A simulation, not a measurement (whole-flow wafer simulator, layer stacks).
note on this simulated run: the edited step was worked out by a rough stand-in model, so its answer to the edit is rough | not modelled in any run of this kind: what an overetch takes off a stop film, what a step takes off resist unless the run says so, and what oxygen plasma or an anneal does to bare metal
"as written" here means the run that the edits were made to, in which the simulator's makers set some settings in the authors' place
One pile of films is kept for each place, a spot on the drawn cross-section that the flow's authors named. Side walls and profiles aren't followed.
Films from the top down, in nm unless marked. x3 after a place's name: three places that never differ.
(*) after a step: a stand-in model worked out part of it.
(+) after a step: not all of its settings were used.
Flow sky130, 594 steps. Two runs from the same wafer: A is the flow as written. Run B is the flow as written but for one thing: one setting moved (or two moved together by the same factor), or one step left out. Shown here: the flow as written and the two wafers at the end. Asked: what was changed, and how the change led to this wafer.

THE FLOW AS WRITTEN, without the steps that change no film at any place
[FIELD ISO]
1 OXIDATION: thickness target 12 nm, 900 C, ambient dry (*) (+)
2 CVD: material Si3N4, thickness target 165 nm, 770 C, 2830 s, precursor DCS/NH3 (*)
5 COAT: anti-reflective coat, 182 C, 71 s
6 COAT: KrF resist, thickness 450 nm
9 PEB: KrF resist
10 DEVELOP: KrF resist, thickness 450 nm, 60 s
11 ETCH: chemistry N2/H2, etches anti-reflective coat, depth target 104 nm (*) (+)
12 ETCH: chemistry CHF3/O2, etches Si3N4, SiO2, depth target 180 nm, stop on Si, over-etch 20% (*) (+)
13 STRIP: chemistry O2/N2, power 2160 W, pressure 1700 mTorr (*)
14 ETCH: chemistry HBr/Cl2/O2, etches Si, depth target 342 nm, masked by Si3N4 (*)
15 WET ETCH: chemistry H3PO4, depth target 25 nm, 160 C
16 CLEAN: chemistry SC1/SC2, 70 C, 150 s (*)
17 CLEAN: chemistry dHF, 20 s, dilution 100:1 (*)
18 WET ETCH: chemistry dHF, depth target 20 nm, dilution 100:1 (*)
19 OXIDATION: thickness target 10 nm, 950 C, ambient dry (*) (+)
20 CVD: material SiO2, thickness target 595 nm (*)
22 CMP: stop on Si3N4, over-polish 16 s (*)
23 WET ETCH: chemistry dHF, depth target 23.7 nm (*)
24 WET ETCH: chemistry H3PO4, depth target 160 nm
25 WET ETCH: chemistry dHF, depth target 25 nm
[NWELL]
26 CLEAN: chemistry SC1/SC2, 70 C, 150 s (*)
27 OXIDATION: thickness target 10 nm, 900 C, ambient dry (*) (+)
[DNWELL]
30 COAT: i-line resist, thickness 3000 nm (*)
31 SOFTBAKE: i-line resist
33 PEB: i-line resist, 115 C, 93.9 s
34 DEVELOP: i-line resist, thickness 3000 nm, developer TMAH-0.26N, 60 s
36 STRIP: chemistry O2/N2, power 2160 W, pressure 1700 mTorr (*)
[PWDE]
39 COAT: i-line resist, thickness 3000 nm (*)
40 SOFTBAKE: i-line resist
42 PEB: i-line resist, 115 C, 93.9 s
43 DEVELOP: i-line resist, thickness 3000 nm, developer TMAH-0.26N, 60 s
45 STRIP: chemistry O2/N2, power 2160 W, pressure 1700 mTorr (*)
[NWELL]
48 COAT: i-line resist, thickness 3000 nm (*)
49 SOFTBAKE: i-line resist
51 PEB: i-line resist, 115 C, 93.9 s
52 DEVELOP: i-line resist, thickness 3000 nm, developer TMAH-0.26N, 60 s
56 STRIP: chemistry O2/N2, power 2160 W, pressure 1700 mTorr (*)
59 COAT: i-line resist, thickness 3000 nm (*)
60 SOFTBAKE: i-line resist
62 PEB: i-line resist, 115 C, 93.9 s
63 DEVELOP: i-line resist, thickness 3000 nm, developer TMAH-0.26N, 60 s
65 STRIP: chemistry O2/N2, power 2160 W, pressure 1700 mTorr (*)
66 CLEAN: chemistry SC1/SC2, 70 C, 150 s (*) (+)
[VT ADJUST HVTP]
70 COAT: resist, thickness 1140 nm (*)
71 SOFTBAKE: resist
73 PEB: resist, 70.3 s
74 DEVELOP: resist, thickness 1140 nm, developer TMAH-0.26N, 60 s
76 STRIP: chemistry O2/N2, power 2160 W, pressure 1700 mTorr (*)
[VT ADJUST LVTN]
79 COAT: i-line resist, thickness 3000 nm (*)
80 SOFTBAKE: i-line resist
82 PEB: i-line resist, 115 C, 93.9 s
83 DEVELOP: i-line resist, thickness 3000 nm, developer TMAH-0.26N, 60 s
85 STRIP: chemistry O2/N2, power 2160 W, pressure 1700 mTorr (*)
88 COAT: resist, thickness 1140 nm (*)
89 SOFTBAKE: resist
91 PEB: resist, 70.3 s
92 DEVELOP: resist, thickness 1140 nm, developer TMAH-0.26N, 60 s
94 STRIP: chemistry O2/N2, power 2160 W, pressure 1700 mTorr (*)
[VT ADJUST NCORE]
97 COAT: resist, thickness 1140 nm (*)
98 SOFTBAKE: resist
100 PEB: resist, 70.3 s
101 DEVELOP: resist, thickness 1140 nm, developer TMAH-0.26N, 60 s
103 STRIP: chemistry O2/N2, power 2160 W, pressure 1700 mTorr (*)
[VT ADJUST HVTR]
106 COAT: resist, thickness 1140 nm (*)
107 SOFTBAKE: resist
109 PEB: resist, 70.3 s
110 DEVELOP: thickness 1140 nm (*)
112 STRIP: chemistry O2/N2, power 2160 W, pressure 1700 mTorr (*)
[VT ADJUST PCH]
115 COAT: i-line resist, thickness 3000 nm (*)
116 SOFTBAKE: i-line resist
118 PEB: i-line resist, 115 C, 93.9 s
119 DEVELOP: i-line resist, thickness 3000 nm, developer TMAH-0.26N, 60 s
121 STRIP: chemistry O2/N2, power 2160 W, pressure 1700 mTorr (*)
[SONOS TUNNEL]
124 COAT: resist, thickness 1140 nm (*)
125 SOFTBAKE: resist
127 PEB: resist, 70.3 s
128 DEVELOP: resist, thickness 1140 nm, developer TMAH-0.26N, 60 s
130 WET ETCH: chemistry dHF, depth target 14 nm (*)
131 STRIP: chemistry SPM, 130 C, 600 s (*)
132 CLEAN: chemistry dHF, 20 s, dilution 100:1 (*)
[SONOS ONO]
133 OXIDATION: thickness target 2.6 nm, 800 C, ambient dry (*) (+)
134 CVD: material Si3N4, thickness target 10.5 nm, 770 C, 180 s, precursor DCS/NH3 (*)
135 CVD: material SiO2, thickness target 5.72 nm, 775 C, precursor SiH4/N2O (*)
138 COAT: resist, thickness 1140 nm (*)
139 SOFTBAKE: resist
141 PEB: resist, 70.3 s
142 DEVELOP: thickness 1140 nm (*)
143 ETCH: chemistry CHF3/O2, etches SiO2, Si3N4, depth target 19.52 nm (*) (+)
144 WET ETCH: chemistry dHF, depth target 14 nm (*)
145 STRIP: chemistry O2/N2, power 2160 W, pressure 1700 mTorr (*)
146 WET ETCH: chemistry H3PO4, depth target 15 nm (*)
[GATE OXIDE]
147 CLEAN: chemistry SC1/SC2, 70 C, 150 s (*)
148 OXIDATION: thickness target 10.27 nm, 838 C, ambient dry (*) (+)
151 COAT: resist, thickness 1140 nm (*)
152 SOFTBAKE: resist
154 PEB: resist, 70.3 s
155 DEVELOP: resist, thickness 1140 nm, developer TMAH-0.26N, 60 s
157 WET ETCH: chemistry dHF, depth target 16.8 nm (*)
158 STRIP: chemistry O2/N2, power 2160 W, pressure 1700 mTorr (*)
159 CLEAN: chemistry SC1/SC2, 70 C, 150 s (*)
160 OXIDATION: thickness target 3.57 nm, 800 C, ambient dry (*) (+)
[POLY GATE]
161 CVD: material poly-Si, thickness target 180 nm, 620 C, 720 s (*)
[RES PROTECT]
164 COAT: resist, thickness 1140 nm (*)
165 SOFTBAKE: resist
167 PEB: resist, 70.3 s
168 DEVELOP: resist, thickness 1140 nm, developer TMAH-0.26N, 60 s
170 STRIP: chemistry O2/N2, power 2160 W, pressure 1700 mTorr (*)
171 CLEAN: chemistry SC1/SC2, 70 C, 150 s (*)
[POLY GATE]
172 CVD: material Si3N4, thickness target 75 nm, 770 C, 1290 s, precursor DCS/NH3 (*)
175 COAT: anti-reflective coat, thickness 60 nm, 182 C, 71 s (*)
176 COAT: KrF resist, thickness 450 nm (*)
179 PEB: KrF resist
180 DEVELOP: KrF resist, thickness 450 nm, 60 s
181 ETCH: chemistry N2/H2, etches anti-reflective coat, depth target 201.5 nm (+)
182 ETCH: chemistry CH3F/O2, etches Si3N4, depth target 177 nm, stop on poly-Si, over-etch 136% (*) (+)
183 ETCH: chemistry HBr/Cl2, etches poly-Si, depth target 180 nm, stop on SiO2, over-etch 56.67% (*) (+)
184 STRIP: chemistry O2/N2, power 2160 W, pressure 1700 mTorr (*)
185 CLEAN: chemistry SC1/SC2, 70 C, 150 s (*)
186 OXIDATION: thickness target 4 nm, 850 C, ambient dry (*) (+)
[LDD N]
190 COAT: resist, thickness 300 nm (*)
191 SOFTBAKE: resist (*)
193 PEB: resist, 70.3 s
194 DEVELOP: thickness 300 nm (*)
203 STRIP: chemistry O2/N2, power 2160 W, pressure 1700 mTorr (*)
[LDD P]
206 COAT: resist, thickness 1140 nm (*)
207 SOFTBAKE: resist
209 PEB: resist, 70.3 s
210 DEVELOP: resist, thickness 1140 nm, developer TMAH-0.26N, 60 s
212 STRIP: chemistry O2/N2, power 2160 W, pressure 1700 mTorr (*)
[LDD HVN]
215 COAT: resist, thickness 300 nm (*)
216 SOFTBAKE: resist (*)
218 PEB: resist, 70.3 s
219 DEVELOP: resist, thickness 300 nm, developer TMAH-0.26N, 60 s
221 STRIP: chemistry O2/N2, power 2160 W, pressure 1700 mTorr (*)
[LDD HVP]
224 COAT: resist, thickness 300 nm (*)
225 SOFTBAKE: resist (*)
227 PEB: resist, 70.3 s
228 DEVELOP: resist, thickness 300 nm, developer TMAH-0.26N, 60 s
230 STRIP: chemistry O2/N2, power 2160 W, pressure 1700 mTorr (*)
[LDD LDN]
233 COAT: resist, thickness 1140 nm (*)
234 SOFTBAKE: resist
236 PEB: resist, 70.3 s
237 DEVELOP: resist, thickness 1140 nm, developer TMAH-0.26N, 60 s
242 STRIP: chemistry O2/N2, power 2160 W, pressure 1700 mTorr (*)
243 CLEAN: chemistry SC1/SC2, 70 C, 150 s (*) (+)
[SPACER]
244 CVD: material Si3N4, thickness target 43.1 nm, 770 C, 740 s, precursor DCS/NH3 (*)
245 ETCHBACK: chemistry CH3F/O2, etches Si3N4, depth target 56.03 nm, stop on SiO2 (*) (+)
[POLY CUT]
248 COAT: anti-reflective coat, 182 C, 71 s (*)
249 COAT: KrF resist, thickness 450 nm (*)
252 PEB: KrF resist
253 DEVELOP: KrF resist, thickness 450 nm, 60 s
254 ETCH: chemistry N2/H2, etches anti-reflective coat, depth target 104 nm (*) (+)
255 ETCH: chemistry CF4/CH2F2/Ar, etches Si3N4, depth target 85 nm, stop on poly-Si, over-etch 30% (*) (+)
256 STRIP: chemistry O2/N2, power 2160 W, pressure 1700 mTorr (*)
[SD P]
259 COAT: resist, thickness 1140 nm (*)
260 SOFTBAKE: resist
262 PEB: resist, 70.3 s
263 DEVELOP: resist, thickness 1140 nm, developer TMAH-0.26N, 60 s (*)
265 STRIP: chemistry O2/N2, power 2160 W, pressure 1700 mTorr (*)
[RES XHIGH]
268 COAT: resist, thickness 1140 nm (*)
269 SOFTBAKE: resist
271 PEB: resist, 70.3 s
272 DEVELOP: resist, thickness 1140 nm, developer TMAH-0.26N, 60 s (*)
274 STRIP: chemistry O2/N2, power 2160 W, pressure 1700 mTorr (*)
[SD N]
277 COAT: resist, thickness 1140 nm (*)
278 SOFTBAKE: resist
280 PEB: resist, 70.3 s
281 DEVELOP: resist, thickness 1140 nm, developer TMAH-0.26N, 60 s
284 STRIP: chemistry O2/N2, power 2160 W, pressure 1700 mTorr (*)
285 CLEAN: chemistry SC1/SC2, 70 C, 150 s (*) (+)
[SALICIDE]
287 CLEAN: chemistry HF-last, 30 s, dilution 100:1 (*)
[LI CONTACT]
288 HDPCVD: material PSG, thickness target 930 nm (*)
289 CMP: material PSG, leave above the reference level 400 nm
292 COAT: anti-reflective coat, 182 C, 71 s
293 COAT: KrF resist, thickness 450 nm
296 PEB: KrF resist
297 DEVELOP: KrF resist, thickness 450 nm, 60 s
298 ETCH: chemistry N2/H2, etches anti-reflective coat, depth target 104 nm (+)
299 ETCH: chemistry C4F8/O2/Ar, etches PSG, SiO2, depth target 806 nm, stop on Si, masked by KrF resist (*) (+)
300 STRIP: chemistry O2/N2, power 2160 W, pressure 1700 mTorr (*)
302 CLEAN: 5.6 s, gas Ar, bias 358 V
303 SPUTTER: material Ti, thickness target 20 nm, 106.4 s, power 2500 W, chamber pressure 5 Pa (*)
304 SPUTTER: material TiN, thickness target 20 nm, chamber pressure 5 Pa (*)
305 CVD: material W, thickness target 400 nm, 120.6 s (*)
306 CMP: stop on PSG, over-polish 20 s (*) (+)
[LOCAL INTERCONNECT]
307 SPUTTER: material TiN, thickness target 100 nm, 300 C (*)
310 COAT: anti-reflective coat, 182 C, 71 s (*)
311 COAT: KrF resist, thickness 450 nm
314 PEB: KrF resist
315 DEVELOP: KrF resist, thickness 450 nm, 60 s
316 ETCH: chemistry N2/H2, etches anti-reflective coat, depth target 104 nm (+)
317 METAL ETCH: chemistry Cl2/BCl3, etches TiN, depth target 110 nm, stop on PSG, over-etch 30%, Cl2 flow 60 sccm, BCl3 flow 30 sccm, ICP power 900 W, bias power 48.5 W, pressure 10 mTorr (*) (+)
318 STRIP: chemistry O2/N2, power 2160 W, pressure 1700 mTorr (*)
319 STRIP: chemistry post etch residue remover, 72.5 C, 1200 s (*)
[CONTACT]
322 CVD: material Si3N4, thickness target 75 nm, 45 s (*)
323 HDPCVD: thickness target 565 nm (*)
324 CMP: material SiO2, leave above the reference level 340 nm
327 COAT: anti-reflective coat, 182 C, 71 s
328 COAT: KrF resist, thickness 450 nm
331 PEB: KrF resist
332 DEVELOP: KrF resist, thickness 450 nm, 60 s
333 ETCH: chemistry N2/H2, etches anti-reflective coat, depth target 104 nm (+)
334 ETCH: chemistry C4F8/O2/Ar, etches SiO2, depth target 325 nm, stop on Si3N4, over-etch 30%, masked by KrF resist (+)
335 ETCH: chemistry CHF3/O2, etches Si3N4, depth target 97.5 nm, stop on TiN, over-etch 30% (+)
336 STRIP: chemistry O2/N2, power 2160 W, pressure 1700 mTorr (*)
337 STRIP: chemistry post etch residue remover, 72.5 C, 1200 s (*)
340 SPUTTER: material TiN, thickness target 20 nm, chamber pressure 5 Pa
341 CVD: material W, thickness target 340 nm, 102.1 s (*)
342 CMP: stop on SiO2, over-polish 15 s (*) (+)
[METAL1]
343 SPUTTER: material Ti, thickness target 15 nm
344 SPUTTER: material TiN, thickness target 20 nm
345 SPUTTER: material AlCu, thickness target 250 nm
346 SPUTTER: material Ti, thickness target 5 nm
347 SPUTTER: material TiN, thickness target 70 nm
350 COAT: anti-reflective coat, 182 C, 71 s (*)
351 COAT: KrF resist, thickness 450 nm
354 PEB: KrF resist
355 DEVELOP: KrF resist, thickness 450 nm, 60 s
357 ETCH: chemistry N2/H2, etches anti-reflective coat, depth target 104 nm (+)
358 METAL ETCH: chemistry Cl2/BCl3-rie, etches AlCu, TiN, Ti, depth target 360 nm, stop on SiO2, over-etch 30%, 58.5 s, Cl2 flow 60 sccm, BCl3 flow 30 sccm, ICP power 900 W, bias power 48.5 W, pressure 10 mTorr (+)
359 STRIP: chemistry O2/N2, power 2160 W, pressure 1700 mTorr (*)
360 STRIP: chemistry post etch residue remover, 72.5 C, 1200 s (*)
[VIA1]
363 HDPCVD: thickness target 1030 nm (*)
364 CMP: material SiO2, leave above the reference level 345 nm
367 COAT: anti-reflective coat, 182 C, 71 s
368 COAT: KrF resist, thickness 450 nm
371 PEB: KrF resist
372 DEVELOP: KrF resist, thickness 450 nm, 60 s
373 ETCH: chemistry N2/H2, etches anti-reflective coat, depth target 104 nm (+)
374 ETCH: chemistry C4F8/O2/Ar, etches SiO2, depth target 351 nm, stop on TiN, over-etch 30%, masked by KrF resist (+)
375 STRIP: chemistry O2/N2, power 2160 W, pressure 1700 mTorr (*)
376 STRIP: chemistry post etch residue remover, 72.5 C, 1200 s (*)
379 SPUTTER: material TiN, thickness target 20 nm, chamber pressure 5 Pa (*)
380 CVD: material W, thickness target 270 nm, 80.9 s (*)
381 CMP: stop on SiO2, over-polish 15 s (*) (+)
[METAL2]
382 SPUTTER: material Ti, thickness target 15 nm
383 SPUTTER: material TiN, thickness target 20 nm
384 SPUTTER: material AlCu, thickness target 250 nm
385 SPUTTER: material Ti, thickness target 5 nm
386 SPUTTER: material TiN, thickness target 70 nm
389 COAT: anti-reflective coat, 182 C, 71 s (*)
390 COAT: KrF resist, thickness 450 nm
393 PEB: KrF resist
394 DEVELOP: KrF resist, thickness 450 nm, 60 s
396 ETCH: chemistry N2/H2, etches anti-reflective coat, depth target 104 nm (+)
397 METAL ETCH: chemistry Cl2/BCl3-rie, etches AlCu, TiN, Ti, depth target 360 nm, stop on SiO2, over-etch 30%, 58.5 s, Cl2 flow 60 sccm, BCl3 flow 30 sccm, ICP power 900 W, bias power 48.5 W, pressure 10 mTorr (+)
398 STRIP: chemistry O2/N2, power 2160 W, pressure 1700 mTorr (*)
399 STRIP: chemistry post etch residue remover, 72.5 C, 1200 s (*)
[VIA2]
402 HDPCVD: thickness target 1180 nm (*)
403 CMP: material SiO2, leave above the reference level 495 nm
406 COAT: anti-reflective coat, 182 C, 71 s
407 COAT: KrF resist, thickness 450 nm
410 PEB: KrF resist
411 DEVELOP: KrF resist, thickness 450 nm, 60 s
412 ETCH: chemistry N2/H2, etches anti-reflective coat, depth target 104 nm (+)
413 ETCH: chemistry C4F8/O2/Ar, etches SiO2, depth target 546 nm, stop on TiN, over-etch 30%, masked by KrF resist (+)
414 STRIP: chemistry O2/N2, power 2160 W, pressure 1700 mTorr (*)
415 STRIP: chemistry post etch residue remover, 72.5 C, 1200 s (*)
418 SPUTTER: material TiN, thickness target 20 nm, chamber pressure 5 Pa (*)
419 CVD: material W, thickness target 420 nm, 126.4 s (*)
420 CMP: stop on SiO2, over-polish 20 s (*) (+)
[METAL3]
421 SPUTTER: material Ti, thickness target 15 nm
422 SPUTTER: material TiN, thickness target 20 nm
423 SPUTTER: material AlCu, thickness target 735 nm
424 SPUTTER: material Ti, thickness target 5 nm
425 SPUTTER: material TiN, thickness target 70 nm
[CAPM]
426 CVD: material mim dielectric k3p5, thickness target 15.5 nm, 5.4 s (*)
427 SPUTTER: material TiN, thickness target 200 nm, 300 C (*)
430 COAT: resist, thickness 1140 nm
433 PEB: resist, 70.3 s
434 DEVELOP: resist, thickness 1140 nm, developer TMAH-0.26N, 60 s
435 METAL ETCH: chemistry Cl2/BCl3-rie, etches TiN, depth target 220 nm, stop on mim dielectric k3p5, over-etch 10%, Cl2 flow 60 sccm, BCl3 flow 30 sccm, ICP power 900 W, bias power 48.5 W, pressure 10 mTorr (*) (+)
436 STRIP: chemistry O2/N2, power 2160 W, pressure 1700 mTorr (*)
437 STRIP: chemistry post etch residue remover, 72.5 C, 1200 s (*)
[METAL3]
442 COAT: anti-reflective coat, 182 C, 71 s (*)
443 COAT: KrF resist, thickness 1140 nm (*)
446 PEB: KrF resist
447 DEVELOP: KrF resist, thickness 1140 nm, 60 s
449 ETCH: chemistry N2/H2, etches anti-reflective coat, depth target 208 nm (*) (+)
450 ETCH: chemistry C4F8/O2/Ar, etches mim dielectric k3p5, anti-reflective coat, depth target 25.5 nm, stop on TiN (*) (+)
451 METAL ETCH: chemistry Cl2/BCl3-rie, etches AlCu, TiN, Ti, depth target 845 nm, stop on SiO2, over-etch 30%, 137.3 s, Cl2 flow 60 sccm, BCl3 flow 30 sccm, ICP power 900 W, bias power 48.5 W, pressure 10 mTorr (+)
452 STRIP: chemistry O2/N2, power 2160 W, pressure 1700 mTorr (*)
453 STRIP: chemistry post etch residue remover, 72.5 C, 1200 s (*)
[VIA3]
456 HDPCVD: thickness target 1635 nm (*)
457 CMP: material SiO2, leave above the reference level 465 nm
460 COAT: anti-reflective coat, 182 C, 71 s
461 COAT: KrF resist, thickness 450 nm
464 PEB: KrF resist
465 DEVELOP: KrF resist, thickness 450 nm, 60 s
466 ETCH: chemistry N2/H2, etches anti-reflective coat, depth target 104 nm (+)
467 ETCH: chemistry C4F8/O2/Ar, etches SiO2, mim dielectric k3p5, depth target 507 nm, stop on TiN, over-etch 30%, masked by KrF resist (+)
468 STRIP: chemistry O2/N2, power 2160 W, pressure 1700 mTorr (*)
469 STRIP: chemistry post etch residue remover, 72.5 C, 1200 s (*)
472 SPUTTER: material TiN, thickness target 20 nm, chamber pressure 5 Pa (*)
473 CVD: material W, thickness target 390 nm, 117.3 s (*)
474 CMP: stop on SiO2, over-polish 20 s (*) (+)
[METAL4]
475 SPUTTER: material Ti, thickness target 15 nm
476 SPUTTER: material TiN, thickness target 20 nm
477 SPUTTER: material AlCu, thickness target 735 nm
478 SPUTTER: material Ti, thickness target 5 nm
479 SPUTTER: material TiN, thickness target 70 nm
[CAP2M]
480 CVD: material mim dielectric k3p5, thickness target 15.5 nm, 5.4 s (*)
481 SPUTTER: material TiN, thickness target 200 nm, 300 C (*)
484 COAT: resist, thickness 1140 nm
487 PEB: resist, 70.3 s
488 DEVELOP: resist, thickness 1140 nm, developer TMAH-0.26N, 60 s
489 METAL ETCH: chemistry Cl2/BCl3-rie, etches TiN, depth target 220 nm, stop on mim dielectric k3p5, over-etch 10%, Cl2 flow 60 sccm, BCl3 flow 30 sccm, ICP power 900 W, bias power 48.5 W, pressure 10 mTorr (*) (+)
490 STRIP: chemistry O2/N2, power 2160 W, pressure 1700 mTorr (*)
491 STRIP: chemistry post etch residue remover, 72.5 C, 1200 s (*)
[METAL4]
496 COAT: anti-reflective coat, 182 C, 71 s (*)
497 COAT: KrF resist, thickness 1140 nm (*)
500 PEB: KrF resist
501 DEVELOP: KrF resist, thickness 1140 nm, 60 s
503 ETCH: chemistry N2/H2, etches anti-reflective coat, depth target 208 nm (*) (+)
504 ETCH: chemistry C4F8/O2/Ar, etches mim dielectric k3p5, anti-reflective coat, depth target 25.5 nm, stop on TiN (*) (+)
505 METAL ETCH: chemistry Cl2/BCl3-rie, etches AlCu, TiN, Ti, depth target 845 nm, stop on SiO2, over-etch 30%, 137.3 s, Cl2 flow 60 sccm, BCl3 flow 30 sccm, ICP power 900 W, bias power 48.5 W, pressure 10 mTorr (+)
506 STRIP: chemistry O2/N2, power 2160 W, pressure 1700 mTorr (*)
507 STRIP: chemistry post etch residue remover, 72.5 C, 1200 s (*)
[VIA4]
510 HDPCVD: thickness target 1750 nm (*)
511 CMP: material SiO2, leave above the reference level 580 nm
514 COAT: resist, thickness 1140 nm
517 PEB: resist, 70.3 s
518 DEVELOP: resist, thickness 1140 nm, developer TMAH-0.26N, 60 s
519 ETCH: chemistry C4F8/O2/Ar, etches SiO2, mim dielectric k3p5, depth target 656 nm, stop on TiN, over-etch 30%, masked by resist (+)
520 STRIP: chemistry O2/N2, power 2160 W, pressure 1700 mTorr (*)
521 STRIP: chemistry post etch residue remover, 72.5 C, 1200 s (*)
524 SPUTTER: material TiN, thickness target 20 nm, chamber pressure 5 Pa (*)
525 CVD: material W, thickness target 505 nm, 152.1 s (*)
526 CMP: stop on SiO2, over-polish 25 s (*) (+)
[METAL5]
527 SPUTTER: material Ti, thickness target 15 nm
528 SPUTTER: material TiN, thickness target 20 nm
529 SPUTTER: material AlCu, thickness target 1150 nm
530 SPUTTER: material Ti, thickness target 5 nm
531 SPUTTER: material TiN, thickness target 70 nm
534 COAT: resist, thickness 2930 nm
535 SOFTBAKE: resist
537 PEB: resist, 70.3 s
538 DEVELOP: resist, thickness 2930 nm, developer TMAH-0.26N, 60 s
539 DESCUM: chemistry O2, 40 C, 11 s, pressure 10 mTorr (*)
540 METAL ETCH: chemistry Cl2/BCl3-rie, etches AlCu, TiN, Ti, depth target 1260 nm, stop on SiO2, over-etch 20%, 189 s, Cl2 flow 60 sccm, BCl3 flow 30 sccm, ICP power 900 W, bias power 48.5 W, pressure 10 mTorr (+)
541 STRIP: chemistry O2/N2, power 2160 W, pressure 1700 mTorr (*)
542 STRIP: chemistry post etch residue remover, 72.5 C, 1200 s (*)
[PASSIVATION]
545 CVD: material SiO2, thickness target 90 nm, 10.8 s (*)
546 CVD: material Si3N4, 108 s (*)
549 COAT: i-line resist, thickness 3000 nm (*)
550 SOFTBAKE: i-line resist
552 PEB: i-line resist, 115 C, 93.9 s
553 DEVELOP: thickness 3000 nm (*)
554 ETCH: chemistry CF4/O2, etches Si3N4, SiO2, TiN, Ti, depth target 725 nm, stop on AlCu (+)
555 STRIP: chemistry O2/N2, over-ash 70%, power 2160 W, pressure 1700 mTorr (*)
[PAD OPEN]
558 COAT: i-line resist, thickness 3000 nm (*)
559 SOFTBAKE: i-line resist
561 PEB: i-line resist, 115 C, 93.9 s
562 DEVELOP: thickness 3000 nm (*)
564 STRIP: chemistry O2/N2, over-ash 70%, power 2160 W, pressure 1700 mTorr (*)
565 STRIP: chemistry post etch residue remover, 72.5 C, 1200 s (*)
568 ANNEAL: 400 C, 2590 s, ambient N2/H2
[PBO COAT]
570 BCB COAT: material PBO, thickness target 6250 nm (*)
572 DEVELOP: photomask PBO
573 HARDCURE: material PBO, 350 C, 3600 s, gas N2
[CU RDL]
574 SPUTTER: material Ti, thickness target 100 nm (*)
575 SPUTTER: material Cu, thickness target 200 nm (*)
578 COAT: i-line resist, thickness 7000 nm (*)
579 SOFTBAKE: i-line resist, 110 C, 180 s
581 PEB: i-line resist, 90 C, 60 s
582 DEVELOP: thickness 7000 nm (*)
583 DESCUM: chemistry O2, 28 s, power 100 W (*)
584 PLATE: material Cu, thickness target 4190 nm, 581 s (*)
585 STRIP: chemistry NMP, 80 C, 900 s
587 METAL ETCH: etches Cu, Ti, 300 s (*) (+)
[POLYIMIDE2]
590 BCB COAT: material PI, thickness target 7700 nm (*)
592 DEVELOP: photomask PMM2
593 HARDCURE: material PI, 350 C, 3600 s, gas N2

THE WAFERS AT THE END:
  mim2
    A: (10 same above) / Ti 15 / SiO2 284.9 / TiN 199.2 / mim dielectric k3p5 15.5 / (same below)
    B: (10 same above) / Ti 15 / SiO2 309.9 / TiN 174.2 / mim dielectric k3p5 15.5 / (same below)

The cause: step 481, SPUTTER: thickness target 175 nm was run, where the flow has thickness target 200 nm.

How the change led to this, step by step:
  481 SPUTTER: material TiN, thickness target 200 nm, 300 C (*)
      field, active, n_well and 189 more: A TiN +200 (new film) | B TiN +175 (new film)
  489 METAL ETCH: chemistry Cl2/BCl3-rie, etches TiN, depth target 220 nm, stop on mim dielectric k3p5, over-etch 10%, Cl2 flow 60 sccm, BCl3 flow 30 sccm, ICP power 900 W, bias power 48.5 W, pressure 10 mTorr (*) (+)
      field, active, n_well and 188 more: A TiN -200 (all of it) | B TiN -175 (all of it)
      mim2: A resist -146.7 | B resist -128.3
  496 COAT: anti-reflective coat, 182 C, 71 s (*)
      iso_guard__w2: A anti-reflective coat +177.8 (new film) | B anti-reflective coat +161.4 (new film)
      mim2: A anti-reflective coat +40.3 (new film) | B anti-reflective coat +34.7 (new film)
  497 COAT: KrF resist, thickness 1140 nm (*)
      mim2: A KrF resist +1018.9 (new film) | B KrF resist +1042.8 (new film)
  506 STRIP: chemistry O2/N2, power 2160 W, pressure 1700 mTorr (*)
      iso_guard__w2: A KrF resist -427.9 (all of it), anti-reflective coat -177.8 (all of it) | B KrF resist -438.8 (all of it), anti-reflective coat -161.4 (all of it)
      mim2: A KrF resist -372.1 (all of it), anti-reflective coat -40.3 (all of it) | B KrF resist -395.9 (all of it), anti-reflective coat -34.7 (all of it)
